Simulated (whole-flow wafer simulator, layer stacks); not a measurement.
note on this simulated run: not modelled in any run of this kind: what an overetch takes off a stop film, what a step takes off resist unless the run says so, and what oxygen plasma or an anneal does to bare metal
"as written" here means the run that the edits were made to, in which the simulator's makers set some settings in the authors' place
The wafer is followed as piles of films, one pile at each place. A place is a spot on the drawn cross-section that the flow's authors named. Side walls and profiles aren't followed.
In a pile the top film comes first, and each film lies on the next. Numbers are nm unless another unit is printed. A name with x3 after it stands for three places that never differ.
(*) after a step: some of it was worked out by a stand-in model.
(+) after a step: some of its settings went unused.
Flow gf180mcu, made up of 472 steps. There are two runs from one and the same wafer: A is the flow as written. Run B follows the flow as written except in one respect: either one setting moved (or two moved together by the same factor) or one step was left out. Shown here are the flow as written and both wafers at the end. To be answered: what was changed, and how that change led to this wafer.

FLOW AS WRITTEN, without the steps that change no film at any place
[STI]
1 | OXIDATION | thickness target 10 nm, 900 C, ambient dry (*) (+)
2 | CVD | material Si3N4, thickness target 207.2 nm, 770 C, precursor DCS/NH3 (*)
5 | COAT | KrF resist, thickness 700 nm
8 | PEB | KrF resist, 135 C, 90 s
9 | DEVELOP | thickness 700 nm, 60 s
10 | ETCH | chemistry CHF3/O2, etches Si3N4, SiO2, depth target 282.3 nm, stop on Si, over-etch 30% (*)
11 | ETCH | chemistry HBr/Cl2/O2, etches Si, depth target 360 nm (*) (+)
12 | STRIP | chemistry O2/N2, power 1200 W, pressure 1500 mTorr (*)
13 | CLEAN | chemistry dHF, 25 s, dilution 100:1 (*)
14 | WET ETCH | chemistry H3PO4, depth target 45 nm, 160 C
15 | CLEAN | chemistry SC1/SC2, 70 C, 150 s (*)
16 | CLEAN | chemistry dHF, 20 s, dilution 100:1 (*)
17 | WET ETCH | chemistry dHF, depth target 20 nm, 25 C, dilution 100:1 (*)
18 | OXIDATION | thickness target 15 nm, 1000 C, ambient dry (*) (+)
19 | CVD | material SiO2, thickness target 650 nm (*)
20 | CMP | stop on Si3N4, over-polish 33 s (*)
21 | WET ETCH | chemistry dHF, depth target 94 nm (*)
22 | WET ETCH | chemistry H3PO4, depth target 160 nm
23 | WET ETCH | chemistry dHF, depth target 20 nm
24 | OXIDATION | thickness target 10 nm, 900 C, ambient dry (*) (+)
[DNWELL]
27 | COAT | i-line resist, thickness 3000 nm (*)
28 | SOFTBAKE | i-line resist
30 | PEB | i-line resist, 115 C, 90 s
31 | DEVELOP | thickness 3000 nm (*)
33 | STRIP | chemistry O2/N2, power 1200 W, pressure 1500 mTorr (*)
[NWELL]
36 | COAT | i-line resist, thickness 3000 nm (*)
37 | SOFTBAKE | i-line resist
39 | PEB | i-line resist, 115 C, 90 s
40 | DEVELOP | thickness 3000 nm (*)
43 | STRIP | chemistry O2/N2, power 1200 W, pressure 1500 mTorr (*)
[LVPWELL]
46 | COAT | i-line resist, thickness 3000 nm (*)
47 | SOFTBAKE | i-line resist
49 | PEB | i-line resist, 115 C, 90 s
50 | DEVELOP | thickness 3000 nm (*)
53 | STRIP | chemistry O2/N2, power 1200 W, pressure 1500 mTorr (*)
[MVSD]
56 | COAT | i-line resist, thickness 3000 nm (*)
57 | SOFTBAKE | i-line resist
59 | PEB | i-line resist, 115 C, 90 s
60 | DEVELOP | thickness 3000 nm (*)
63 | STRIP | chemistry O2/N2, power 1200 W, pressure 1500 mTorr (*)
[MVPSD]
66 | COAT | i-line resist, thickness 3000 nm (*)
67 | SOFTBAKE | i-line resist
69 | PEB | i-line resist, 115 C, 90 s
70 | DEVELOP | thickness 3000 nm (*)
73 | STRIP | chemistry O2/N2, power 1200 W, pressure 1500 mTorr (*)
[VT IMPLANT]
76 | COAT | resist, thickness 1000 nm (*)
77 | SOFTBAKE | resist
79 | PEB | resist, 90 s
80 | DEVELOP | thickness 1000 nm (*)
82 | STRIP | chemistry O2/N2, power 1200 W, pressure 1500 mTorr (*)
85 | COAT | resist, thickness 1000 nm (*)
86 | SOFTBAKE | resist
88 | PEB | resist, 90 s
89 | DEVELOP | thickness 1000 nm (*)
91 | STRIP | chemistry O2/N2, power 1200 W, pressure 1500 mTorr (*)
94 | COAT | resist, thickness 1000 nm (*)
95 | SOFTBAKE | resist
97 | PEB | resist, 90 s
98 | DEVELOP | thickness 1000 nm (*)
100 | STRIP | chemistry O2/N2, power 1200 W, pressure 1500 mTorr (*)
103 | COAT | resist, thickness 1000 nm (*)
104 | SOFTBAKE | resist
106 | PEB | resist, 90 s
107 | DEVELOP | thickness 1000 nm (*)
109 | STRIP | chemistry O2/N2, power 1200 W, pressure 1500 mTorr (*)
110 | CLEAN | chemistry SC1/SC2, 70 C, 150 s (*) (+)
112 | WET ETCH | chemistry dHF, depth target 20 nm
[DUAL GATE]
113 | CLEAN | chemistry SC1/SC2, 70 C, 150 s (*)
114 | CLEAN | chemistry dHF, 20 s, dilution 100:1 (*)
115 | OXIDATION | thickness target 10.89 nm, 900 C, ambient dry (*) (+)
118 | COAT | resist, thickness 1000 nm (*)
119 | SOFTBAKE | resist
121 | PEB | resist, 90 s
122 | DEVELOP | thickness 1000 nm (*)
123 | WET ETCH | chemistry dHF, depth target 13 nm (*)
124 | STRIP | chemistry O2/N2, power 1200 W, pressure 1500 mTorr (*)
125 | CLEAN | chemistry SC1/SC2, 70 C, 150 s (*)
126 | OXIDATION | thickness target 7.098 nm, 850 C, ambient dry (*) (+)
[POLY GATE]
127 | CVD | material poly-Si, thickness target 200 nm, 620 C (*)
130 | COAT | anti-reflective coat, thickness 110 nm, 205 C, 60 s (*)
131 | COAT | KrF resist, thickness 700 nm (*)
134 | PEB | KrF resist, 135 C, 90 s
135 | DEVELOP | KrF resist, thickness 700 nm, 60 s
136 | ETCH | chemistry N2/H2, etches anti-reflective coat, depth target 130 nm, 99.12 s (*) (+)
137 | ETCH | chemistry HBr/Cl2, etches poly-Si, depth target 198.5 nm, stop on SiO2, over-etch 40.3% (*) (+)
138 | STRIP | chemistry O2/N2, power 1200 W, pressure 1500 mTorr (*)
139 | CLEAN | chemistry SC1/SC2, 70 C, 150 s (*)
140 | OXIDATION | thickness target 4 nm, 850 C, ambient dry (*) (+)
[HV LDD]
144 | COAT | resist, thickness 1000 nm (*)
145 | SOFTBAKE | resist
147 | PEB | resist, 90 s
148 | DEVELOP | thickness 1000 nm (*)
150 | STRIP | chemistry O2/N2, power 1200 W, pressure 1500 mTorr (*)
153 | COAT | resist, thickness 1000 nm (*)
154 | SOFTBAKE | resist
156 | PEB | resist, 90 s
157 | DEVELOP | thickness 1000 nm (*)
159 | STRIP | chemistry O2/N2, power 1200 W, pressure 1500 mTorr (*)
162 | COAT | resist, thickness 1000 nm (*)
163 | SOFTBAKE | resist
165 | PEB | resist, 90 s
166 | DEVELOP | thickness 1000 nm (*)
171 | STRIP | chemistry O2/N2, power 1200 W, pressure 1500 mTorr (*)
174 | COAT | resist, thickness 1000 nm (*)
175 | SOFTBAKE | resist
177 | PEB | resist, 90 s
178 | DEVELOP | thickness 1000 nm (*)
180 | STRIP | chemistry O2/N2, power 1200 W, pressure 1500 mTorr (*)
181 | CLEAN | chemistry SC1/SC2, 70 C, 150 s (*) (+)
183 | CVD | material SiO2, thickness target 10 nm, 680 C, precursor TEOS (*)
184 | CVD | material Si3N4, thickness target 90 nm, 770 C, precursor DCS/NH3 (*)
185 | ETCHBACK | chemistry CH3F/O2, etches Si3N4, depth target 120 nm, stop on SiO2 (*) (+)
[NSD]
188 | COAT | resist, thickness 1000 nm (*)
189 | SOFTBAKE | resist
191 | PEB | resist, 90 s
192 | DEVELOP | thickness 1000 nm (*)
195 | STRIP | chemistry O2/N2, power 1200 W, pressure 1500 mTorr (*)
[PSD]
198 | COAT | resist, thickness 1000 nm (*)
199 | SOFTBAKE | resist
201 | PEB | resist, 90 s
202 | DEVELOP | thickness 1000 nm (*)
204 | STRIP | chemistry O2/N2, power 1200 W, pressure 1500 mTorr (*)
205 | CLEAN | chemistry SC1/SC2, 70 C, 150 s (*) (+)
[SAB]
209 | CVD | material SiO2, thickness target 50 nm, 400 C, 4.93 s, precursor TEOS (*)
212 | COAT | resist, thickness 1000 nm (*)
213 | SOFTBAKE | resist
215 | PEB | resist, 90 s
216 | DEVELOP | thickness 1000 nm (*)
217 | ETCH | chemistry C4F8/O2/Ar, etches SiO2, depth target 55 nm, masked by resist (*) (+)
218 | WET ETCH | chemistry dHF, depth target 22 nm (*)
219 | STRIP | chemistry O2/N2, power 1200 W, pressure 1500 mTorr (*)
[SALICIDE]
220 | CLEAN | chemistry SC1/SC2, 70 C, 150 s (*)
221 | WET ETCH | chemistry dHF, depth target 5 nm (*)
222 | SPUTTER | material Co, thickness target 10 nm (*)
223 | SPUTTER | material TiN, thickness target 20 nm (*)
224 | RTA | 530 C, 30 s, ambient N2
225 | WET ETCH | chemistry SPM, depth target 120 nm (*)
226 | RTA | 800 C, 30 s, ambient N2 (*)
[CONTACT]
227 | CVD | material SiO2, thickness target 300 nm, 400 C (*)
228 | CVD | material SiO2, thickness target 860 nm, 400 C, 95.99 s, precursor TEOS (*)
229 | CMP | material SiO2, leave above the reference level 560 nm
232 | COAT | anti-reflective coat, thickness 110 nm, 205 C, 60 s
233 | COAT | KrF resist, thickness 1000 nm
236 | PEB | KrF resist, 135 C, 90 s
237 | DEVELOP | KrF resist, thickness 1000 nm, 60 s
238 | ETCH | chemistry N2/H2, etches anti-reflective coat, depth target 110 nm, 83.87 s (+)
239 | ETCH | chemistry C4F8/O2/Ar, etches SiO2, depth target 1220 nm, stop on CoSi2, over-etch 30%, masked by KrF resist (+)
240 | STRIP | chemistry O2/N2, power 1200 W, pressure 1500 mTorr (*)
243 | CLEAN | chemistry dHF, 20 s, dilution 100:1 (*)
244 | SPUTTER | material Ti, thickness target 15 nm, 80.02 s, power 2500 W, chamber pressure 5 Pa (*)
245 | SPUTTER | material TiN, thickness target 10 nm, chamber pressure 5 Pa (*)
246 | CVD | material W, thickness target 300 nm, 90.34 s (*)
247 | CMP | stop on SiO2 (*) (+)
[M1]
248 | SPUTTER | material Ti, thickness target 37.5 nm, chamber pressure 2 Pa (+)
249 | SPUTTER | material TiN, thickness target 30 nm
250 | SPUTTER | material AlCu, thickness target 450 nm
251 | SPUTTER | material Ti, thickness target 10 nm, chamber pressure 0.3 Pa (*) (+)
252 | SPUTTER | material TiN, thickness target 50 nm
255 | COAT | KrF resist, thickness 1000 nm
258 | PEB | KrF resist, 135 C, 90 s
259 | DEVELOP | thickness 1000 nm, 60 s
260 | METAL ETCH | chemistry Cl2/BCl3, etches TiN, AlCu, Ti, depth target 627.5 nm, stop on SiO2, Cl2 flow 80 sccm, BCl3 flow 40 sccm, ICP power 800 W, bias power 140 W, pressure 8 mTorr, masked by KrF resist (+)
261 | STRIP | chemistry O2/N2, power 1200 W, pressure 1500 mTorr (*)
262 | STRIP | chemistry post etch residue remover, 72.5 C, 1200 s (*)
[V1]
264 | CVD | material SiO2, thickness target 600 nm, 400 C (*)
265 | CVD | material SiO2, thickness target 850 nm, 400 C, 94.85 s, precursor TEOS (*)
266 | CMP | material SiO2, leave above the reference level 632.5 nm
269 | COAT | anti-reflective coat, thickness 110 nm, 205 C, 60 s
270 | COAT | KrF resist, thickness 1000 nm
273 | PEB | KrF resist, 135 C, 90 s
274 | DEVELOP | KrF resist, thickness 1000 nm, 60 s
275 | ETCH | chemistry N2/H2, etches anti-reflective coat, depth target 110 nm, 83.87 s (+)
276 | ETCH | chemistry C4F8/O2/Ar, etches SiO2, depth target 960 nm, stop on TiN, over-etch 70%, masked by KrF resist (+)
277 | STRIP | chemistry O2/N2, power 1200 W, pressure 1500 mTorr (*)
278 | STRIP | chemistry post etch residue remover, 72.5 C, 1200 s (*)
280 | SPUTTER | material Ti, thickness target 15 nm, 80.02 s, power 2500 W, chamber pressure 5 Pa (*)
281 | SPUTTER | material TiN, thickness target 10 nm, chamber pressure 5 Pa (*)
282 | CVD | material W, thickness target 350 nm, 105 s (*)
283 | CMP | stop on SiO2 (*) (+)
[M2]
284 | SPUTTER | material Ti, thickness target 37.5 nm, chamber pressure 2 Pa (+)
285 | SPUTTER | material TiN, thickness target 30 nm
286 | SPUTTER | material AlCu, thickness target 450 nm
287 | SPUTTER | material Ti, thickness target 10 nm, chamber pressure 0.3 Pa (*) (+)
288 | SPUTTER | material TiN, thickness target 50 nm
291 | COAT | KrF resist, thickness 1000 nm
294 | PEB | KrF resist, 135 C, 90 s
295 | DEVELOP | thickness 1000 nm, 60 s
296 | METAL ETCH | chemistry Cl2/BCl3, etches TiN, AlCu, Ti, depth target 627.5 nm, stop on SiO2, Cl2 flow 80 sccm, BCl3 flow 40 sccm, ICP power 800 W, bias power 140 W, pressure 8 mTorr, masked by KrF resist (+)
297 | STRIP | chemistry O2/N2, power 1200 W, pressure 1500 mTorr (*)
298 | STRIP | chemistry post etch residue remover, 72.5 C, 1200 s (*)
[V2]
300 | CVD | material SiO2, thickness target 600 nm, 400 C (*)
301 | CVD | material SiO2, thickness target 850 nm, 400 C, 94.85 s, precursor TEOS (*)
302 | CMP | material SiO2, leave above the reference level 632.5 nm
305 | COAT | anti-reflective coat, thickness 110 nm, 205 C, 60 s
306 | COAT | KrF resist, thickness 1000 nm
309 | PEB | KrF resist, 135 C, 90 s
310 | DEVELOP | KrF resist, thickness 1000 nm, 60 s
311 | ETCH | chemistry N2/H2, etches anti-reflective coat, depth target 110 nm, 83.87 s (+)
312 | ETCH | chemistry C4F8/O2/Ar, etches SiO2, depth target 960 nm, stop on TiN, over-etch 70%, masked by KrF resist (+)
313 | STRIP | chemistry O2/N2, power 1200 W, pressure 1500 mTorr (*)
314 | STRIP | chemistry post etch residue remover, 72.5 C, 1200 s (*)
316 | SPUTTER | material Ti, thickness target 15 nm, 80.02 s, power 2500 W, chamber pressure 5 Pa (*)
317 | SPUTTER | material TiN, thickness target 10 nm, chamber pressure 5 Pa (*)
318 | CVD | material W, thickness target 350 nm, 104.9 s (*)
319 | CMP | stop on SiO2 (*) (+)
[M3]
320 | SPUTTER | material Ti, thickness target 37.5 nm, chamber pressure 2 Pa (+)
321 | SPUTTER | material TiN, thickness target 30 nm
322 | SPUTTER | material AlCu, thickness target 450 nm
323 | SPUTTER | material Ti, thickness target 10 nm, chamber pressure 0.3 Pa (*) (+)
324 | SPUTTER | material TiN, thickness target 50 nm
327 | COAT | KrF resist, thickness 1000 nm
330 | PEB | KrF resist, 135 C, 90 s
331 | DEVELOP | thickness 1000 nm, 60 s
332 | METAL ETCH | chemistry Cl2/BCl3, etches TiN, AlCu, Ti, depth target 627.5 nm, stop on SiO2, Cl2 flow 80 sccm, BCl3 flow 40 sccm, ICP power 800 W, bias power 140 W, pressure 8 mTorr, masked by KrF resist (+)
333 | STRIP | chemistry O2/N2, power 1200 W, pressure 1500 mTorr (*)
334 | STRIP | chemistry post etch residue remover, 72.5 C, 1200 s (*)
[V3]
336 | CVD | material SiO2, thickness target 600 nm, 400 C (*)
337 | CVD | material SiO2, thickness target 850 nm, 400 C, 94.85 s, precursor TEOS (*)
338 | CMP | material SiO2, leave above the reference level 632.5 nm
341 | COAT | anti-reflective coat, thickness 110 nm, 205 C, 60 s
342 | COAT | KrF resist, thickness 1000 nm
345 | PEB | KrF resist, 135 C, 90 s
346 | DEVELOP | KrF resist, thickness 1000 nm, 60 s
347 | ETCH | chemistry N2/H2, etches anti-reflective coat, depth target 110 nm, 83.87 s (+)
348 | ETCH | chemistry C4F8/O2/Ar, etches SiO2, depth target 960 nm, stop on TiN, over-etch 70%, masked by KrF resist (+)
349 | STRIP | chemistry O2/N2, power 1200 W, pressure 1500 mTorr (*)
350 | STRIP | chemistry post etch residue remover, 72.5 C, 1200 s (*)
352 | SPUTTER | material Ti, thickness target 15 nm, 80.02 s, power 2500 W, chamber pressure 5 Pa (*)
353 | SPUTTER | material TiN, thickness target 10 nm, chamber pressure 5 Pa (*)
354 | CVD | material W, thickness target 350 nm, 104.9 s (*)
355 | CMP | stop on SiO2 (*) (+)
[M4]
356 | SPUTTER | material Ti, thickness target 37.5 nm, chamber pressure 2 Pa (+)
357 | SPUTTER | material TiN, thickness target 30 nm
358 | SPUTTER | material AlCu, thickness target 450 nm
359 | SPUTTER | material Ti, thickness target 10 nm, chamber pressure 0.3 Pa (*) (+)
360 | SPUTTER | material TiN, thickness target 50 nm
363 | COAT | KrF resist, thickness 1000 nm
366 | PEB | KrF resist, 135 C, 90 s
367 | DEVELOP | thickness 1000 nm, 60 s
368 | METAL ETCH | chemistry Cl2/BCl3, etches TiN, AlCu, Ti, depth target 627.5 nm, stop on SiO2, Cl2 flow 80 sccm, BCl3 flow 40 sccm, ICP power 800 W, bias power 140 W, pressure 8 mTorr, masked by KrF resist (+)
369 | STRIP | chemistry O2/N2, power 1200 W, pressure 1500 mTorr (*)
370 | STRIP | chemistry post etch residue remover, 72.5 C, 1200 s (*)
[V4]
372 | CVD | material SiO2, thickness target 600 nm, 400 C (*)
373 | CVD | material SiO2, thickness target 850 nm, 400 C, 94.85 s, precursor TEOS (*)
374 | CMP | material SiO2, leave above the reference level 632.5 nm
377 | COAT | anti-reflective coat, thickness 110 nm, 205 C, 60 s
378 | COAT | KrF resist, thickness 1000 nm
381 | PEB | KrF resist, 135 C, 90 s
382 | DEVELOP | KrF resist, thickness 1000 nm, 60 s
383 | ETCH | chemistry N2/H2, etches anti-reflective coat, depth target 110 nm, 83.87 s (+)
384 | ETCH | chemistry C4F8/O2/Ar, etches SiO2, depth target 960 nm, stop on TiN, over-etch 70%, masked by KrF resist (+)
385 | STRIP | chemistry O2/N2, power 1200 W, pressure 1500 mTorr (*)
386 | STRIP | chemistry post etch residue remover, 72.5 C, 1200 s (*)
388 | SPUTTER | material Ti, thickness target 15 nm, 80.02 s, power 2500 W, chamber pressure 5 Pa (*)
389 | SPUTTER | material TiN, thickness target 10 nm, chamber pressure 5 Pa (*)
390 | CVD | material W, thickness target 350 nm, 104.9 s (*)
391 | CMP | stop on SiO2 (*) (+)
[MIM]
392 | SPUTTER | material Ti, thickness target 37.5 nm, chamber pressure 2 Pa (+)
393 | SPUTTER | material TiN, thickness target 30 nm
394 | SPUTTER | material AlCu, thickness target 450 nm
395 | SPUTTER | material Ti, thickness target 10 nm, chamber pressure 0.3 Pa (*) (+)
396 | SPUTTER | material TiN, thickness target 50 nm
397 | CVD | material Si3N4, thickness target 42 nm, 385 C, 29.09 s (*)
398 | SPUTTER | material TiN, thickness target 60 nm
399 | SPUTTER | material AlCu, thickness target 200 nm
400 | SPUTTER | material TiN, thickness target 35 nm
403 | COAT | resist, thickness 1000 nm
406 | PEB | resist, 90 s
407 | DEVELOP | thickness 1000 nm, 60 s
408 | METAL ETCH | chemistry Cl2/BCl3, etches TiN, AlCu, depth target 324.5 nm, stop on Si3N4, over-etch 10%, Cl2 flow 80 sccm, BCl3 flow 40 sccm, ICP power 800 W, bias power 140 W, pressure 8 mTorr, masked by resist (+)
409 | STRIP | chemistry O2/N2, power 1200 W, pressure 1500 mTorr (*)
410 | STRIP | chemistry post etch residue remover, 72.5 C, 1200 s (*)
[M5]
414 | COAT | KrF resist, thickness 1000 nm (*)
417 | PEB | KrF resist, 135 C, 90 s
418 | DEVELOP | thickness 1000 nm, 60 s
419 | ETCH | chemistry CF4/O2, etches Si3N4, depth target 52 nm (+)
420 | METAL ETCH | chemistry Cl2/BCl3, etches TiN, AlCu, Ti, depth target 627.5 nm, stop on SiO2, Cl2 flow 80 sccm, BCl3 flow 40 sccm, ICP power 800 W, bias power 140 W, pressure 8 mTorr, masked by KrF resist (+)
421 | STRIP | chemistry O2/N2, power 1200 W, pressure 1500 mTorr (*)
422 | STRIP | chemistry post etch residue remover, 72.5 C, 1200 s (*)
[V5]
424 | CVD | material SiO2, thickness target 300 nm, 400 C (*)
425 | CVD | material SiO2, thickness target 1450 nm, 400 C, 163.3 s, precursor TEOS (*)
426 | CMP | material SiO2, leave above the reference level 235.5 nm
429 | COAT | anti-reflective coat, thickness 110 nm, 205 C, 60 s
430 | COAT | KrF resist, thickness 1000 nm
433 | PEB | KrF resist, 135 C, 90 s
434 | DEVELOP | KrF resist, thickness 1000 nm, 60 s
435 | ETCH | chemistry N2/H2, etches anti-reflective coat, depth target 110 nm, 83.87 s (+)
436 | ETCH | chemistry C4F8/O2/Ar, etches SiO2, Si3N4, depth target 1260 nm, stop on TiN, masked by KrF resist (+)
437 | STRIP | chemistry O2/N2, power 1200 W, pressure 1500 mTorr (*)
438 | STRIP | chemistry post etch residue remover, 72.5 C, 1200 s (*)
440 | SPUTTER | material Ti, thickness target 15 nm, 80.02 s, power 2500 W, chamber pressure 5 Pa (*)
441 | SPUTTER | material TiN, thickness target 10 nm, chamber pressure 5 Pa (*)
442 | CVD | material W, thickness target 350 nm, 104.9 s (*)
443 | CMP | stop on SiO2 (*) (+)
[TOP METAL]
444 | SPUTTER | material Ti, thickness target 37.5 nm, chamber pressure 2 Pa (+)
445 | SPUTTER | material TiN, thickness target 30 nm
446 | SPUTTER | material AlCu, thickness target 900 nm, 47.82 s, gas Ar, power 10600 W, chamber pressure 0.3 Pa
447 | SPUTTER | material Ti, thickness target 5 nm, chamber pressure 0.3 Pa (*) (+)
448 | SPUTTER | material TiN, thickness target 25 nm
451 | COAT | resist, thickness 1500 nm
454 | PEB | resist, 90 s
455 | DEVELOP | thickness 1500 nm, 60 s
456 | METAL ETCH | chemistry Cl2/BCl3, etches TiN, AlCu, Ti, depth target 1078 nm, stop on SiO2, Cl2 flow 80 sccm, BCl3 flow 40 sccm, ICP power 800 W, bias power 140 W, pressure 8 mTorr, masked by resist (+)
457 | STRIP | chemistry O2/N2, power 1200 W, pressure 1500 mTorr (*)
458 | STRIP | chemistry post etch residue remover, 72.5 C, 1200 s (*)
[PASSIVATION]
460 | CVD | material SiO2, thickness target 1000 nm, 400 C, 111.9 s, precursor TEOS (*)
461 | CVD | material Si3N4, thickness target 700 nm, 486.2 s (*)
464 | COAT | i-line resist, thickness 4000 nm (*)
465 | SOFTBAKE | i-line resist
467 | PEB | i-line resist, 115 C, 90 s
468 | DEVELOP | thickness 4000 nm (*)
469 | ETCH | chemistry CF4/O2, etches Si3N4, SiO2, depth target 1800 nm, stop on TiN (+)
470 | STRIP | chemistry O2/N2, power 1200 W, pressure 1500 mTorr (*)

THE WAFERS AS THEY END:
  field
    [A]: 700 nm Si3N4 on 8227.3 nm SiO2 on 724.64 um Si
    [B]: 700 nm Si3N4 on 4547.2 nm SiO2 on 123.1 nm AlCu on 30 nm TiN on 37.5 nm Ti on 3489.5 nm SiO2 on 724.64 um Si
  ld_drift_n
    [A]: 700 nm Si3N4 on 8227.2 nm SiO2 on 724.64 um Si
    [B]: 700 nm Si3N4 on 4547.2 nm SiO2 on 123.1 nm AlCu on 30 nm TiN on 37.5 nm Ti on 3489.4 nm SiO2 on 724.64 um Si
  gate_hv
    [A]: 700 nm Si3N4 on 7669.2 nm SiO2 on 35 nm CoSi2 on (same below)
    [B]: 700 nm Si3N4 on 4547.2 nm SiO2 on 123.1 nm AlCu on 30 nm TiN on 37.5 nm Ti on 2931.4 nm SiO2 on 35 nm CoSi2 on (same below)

The reason: step 332, METAL ETCH: depth target 381.2 nm was run, while the flow as written has depth target 627.5 nm.

Step by step, how the change led to this:
  332 | METAL ETCH | chemistry Cl2/BCl3, etches TiN, AlCu, Ti, depth target 627.5 nm, stop on SiO2, Cl2 flow 80 sccm, BCl3 flow 40 sccm, ICP power 800 W, bias power 140 W, pressure 8 mTorr, masked by KrF resist (+)
      field, field__w1, field__w2 and 103 more: A -50 TiN (all of it), -10 Ti (all of it), -450 AlCu (all of it), -30 TiN (all of it), -37.5 Ti (all of it) | B -50 TiN (all of it), -10 Ti (all of it), -321.2 AlCu
      field__w8, contact, m1, m1__w1, m1_nw: A -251 KrF resist | B -152.5 KrF resist
  333 | STRIP | chemistry O2/N2, power 1200 W, pressure 1500 mTorr (*)
      field__w8, contact, m1, m1__w1, m1_nw: A -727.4 KrF resist (all of it) | B -825.9 KrF resist (all of it)
  334 | STRIP | chemistry post etch residue remover, 72.5 C, 1200 s (*)
      field, field__w1, field__w2 and 103 more: A nothing | B -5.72 AlCu
  336 | CVD | material SiO2, thickness target 600 nm, 400 C (*)
      field, field__w1, field__w2 and 103 more: A +600 SiO2 | B +600 SiO2 (new film)
  338 | CMP | material SiO2, leave above the reference level 632.5 nm
      field, field__w1, field__w2 and 103 more: A -300 SiO2 | B -490.6 SiO2
With metal films that touch counted as one body, field has 1 body; the flow as written gives 0 bodies.
With metal films that touch counted as one body, ld_drift_n has 1 body; the flow as written gives 0 bodies.
With metal films that touch counted as one body, gate_hv has 2 bodies (between them, from the top down: SiO2 2931.4); the flow as written gives 1 body.
